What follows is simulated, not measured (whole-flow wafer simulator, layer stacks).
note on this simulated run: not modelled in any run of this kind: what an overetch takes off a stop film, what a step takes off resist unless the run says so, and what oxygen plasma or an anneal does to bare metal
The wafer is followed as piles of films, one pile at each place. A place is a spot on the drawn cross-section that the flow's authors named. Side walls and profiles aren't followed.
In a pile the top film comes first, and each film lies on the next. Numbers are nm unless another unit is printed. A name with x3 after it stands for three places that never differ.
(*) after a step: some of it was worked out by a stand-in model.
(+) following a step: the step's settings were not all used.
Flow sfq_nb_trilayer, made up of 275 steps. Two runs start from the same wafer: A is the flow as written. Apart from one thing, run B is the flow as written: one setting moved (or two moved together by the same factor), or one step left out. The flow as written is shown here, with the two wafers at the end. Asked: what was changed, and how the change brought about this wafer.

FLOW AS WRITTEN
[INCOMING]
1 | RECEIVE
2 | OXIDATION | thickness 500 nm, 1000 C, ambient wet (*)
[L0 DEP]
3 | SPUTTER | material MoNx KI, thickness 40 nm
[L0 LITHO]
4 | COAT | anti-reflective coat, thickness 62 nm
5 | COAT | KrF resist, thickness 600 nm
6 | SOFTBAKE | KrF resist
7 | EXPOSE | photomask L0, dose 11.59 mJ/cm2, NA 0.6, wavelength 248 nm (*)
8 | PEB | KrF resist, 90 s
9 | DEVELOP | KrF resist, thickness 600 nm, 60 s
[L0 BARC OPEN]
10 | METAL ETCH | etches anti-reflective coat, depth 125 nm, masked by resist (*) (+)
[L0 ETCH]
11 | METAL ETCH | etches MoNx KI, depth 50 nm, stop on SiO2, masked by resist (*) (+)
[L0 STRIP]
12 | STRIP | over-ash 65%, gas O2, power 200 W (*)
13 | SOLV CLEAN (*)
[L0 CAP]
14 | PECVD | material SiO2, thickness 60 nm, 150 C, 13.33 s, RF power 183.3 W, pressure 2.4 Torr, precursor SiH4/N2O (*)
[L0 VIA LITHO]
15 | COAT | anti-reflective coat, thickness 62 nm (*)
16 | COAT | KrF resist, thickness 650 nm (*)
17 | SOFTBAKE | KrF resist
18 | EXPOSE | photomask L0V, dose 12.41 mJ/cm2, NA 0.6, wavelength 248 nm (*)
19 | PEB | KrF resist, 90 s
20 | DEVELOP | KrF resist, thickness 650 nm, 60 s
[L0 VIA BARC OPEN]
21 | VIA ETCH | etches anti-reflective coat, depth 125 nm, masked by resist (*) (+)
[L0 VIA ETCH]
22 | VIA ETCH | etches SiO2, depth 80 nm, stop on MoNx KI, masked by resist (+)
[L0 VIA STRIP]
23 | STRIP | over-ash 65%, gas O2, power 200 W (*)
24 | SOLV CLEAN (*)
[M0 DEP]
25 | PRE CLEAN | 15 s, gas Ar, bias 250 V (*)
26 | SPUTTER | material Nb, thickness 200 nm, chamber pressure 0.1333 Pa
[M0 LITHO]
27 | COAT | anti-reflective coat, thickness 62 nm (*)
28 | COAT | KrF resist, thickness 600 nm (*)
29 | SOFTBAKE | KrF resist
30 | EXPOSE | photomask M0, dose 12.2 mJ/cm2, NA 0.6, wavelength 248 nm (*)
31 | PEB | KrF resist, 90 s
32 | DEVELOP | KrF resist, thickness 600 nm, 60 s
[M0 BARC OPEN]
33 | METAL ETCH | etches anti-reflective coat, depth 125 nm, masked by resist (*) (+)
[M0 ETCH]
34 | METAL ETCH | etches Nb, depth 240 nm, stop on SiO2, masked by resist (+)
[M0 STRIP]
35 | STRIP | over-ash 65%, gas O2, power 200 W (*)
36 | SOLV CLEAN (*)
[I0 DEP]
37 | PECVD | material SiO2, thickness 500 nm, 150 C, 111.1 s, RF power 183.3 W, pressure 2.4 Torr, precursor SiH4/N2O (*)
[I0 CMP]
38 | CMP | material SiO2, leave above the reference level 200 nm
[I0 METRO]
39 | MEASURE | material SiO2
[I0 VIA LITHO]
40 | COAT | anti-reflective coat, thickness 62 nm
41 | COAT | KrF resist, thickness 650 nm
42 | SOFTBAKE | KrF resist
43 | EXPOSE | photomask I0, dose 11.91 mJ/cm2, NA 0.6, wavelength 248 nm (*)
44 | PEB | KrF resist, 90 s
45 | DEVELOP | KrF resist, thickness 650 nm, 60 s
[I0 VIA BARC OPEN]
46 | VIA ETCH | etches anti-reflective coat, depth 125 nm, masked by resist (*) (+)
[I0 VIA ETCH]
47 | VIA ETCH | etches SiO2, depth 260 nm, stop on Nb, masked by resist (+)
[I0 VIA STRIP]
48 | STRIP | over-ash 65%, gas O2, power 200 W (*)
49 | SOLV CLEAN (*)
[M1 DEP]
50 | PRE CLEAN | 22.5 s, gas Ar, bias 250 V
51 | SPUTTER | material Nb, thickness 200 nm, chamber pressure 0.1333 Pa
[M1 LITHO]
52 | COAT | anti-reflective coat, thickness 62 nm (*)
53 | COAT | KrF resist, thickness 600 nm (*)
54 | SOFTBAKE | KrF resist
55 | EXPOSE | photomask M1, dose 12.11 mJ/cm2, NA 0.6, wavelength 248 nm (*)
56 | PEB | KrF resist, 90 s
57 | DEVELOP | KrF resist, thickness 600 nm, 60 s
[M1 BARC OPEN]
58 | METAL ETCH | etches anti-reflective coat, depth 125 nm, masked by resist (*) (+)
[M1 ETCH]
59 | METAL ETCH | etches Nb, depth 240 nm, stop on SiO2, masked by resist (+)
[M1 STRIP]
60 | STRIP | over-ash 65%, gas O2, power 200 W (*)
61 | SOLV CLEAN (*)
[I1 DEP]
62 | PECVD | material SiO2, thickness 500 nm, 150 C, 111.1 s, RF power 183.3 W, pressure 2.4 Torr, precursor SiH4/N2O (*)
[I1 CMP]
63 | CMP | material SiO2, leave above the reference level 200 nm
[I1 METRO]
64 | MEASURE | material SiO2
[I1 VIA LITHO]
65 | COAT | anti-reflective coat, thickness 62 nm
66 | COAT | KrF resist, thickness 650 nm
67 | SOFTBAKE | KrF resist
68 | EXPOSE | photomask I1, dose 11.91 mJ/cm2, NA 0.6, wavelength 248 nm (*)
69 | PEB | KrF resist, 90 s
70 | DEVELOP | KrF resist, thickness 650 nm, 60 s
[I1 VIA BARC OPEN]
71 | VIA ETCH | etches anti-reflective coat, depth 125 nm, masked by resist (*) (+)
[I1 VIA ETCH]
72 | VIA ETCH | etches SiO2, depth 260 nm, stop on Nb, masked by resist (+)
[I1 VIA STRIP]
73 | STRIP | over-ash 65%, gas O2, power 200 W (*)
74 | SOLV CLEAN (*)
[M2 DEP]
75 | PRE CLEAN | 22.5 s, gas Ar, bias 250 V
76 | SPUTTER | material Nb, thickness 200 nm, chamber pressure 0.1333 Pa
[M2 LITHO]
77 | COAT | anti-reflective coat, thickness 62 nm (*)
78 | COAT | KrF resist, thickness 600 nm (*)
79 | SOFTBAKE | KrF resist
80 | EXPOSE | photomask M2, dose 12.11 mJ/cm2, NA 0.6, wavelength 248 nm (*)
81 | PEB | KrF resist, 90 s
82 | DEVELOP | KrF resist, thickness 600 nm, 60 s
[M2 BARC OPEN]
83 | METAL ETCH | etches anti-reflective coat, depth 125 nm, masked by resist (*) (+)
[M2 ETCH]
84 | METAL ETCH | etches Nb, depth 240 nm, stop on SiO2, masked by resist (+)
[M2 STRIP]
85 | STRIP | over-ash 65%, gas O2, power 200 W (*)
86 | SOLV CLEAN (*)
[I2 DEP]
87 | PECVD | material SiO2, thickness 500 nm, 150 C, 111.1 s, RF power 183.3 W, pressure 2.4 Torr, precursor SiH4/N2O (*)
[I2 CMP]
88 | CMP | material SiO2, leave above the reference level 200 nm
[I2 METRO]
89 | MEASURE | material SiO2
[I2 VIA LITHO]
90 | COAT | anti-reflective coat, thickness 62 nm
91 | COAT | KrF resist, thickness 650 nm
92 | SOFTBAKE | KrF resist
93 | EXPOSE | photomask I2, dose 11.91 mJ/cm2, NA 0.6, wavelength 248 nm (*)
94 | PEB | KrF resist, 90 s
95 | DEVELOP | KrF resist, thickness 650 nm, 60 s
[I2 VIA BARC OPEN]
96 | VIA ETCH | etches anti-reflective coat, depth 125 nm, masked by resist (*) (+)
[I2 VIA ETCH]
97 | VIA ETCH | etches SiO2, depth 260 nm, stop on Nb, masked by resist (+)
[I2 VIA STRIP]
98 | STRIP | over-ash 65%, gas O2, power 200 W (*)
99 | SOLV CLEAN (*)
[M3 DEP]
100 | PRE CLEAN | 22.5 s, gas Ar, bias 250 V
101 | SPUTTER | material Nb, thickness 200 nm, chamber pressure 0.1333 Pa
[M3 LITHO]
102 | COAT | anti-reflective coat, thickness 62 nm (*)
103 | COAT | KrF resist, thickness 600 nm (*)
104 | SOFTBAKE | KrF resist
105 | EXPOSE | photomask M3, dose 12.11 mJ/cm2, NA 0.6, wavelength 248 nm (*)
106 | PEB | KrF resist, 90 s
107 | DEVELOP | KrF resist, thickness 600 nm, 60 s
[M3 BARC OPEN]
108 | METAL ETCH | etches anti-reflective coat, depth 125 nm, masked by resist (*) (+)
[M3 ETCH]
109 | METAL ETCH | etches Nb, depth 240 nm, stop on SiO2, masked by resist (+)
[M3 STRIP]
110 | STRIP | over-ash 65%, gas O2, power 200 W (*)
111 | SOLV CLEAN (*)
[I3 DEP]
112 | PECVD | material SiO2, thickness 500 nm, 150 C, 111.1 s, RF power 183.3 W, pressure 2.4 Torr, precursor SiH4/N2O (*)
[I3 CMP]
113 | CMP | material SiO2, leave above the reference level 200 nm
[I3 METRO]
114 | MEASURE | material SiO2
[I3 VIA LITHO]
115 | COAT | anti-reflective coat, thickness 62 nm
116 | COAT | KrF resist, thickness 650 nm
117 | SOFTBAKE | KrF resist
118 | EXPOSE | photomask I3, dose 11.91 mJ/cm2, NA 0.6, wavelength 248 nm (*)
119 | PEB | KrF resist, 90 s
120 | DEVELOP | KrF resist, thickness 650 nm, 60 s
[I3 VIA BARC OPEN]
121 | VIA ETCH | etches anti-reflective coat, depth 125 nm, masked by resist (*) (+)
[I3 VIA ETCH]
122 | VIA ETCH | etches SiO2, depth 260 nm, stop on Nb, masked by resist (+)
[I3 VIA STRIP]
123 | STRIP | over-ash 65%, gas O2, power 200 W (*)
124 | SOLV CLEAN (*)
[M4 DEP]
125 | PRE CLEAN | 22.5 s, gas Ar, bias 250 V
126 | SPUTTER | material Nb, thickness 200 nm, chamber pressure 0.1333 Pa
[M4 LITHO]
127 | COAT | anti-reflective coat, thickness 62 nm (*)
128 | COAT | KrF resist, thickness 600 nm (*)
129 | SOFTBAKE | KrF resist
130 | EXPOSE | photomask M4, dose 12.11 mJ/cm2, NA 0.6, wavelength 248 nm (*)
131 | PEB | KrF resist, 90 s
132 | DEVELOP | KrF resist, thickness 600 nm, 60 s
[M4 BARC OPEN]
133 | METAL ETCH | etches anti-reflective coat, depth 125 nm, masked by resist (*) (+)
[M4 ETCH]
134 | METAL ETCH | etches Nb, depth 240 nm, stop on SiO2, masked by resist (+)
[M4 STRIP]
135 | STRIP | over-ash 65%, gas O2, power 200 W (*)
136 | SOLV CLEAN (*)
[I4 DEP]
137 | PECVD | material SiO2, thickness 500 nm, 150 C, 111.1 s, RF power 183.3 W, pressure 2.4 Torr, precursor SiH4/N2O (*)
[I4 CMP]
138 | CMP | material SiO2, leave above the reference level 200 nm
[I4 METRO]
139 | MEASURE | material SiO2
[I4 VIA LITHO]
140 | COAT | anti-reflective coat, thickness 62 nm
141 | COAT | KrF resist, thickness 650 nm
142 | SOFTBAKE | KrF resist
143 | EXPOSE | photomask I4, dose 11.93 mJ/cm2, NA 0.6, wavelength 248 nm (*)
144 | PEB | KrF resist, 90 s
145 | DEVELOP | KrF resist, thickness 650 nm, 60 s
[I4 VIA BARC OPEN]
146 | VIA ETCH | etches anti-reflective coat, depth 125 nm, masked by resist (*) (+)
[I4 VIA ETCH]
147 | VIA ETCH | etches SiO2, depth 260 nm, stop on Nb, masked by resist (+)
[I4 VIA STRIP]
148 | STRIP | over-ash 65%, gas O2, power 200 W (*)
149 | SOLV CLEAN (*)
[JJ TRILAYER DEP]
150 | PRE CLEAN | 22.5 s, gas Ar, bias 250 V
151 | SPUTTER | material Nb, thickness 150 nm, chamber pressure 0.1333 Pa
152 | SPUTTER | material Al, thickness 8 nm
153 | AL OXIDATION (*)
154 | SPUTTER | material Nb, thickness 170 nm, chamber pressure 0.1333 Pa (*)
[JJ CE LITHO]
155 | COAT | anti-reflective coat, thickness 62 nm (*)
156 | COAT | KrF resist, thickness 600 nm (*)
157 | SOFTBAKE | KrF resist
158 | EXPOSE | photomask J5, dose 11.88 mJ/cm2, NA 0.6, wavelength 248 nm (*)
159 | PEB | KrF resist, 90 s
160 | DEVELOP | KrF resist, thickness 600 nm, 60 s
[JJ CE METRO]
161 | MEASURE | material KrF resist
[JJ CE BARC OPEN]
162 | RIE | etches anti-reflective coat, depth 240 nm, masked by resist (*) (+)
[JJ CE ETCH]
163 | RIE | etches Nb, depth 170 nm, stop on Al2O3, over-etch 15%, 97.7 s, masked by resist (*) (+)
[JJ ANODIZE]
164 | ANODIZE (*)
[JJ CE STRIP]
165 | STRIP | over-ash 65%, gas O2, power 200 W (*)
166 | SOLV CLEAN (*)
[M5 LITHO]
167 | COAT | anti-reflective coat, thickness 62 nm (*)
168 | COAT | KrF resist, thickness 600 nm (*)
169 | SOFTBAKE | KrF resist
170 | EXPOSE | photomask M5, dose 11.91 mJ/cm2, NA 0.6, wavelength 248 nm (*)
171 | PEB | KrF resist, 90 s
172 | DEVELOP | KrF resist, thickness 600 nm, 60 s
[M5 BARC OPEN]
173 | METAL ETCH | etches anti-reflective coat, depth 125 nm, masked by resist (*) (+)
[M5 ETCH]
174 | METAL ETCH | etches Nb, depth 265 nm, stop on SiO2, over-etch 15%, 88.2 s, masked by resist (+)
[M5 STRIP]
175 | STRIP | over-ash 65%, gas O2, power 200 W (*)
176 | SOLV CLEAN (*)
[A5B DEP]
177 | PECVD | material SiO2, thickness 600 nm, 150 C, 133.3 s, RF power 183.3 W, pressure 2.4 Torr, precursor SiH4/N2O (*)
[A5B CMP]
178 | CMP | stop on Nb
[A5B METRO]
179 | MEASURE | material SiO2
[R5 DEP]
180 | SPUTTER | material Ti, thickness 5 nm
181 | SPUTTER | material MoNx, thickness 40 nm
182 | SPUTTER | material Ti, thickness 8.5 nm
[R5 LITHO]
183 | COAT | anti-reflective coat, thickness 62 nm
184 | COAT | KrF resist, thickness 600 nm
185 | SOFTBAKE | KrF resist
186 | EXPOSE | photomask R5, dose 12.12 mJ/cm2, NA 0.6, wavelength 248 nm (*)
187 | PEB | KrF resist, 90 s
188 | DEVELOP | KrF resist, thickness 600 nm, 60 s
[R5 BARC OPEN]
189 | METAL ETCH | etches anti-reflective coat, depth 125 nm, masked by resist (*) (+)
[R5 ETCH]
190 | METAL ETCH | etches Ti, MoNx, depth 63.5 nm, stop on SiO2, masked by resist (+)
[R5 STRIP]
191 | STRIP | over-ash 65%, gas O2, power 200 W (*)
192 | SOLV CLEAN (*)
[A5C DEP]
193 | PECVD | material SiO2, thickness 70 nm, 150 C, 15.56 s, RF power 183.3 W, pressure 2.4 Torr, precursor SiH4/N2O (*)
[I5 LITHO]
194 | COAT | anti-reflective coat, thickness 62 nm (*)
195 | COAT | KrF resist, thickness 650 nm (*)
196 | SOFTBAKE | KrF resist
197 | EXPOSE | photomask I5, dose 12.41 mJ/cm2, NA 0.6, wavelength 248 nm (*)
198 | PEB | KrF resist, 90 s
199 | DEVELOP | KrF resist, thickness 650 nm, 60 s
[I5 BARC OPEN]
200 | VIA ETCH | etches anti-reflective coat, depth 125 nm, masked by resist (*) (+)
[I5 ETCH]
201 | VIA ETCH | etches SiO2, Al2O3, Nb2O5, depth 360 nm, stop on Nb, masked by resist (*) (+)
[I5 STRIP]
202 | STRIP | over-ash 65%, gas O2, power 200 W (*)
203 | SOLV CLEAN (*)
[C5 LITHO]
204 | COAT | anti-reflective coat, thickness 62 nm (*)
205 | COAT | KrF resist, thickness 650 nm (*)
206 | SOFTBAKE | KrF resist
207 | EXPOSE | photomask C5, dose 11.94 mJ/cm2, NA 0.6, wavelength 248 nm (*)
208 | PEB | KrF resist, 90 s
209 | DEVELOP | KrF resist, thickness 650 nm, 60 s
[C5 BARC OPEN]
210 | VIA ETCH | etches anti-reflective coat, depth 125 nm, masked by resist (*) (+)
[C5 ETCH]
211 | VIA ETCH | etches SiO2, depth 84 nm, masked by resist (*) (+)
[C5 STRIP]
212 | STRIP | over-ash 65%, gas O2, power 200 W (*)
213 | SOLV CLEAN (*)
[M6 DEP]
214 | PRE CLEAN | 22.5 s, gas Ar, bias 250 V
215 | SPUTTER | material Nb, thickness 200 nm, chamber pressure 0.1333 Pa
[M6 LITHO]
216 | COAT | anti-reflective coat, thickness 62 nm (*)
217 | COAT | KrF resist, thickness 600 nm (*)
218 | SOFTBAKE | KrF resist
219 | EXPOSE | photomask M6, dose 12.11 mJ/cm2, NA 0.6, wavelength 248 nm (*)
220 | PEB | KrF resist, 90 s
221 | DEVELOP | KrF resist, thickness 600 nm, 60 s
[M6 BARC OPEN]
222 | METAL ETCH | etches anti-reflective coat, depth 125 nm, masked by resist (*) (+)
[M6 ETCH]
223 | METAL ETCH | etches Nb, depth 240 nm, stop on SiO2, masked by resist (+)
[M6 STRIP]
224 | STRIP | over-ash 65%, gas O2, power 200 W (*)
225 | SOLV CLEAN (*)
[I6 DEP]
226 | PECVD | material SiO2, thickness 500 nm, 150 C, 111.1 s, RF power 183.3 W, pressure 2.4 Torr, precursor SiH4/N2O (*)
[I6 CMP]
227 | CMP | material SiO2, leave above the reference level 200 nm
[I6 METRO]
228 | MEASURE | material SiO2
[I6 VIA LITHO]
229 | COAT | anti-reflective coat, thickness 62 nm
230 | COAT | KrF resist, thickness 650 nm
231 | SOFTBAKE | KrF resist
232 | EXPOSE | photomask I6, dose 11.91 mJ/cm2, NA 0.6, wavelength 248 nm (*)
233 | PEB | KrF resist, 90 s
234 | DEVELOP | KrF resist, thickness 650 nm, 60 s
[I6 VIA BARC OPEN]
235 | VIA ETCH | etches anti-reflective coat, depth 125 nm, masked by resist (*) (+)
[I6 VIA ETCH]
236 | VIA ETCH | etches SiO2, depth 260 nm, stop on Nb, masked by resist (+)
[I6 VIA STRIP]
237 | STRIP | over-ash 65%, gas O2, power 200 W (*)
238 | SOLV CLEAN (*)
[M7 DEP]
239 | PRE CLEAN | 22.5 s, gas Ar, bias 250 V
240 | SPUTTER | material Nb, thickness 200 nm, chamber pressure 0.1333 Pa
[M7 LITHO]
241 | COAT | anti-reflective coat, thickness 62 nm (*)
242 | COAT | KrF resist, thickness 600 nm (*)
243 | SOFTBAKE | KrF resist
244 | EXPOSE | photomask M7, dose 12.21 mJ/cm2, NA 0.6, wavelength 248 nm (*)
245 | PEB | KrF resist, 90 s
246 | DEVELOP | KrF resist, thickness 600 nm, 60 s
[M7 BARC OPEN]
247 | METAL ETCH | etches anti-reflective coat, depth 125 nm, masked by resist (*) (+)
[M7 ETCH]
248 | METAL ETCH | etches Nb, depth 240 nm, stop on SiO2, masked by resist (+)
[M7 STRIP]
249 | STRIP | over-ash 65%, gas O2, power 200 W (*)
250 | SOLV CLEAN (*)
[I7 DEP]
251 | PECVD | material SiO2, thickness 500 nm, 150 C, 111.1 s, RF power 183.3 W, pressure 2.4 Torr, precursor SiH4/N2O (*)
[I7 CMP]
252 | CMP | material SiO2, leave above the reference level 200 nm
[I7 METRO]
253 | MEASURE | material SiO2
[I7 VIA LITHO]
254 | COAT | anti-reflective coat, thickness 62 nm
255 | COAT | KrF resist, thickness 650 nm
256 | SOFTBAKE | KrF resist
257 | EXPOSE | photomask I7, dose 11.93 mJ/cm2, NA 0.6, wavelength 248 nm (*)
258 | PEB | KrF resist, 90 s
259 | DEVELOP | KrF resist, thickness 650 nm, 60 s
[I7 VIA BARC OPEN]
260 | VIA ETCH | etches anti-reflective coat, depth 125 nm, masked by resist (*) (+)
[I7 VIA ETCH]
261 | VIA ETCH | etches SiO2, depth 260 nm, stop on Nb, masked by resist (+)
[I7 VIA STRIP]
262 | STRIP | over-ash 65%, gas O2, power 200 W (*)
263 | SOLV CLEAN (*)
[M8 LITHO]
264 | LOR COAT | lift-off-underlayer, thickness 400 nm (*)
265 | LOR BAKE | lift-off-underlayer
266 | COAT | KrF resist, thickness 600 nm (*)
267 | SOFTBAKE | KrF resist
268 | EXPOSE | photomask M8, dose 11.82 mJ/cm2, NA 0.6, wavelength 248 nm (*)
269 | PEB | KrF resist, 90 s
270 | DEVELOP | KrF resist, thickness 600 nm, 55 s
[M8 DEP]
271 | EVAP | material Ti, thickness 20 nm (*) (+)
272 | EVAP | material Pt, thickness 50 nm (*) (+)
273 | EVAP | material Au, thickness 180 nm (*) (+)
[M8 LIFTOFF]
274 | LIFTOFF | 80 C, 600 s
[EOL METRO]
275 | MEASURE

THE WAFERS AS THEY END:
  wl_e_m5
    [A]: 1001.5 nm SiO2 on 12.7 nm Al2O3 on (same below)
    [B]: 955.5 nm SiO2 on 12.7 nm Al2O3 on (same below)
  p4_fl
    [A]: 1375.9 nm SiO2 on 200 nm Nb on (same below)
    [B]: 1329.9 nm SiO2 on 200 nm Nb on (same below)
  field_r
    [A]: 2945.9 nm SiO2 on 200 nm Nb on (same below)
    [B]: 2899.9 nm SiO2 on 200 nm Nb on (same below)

The reason: step 215, SPUTTER: thickness 154 nm was run, though the flow has thickness 200 nm.

Step by step, how the change led to this:
  215 | SPUTTER | material Nb, thickness 200 nm, chamber pressure 0.1333 Pa
      field_l, v_sur, via_wl and 100 more: A Nb gains 200 (new film) | B Nb gains 154 (new film)
      be: A Nb gains 147.3 | B Nb gains 113.8
      (as well as at 2 more places)
  216 | COAT | anti-reflective coat, thickness 62 nm (*)
      be: A anti-reflective coat gains 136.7 (new film) | B anti-reflective coat gains 132.8 (new film)
  223 | METAL ETCH | etches Nb, depth 240 nm, stop on SiO2, masked by resist (+)
      field_l, gap, moat and 76 more: A Nb loses 200 (all of it) | B Nb loses 154 (all of it)
      v_sur, via_wl, via_w and 24 more: A KrF resist loses 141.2 | B KrF resist loses 135.9
  224 | STRIP | over-ash 65%, gas O2, power 200 W (*)
      wire: A KrF resist loses 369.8 (all of it), anti-reflective coat loses 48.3 (all of it) | B KrF resist loses 378.7 (all of it), anti-reflective coat loses 47.9 (all of it)
      be: A KrF resist loses 575.8 (all of it), anti-reflective coat loses 136.7 (all of it) | B KrF resist loses 578.1 (all of it), anti-reflective coat loses 132.8 (all of it)
      (as well as at 1 more place)
  226 | PECVD | material SiO2, thickness 500 nm, 150 C, 111.1 s, RF power 183.3 W, pressure 2.4 Torr, precursor SiH4/N2O (*)
      gap, wl_a_sl, m6r_space_l x2: A SiO2 gains 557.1 | B SiO2 gains 511.1
      be: A SiO2 gains 693.5 (new film) | B SiO2 gains 676.2 (new film)
  227 | CMP | material SiO2, leave above the reference level 200 nm
      field_l, p4_fl, p4_fm and 59 more: A SiO2 loses 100 | B SiO2 loses 146
      moat, field_r, lsp_l, ln_m5, lsp_m: A SiO2 loses 93.6 | B SiO2 loses 146
      (as well as at 9 more places)
